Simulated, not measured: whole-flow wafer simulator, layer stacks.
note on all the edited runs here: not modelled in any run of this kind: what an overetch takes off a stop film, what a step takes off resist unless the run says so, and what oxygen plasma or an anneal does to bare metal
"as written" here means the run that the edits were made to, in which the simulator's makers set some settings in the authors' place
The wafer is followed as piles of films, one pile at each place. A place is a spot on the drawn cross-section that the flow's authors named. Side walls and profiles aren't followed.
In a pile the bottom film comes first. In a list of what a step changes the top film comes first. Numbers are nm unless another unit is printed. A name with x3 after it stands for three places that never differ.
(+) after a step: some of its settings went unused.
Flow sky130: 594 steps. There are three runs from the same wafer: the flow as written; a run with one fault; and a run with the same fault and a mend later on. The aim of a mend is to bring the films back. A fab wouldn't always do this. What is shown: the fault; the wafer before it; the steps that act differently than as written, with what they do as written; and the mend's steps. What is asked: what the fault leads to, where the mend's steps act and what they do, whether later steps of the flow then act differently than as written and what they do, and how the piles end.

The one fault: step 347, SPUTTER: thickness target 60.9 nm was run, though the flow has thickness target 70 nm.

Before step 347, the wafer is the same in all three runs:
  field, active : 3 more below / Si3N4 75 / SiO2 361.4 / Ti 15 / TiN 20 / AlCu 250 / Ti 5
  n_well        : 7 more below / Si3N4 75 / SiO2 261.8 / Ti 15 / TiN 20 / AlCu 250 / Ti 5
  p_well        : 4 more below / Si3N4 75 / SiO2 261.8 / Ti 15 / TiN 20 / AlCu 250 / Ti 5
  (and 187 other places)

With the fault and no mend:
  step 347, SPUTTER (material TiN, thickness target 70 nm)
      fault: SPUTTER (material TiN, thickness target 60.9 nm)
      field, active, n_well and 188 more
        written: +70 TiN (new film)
        fault: +60.9 TiN (new film)
  Steps later in the flow that act otherwise than as written (13 other steps are not shown; they differ only slightly, by no more than 2% or 0.5 nm, whichever is larger):
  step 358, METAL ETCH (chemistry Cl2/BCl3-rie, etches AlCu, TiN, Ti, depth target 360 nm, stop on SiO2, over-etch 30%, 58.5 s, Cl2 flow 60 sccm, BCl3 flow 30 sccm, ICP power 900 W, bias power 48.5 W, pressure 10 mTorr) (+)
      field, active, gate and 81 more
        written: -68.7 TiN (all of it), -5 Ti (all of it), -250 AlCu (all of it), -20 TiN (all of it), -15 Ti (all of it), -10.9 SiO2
        fault: -59.6 TiN (all of it), -5 Ti (all of it), -250 AlCu (all of it), -20 TiN (all of it), -15 Ti (all of it), -11.8 SiO2
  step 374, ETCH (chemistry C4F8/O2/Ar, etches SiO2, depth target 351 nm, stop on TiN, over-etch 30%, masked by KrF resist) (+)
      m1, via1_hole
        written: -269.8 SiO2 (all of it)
        fault: -278.9 SiO2 (all of it)
  The piles end different from the flow's at n_well, p_well, gate_hv and 104 more by more than 2% or 0.5 nm, whichever is larger.
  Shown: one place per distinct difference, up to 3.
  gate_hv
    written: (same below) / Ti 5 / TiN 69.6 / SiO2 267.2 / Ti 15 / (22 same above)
    fault: (same below) / Ti 5 / TiN 60.5 / SiO2 276.3 / Ti 15 / (22 same above)
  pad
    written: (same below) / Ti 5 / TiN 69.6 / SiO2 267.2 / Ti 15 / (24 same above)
    fault: (same below) / Ti 5 / TiN 60.5 / SiO2 276.3 / Ti 15 / (24 same above)
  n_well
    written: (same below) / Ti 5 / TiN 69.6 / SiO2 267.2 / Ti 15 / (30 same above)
    fault: (same below) / Ti 5 / TiN 60.5 / SiO2 276.3 / Ti 15 / (30 same above)

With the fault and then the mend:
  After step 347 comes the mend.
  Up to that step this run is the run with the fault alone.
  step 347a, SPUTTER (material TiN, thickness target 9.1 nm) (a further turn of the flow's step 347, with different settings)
      field, active, n_well and 188 more
        +9.1 TiN
  None of the later steps of the flow differs from how it acts as written, at any place that is followed, by more than 2% or 0.5 nm, whichever is larger.
  The piles end the same as the flow's at every place that both follow.
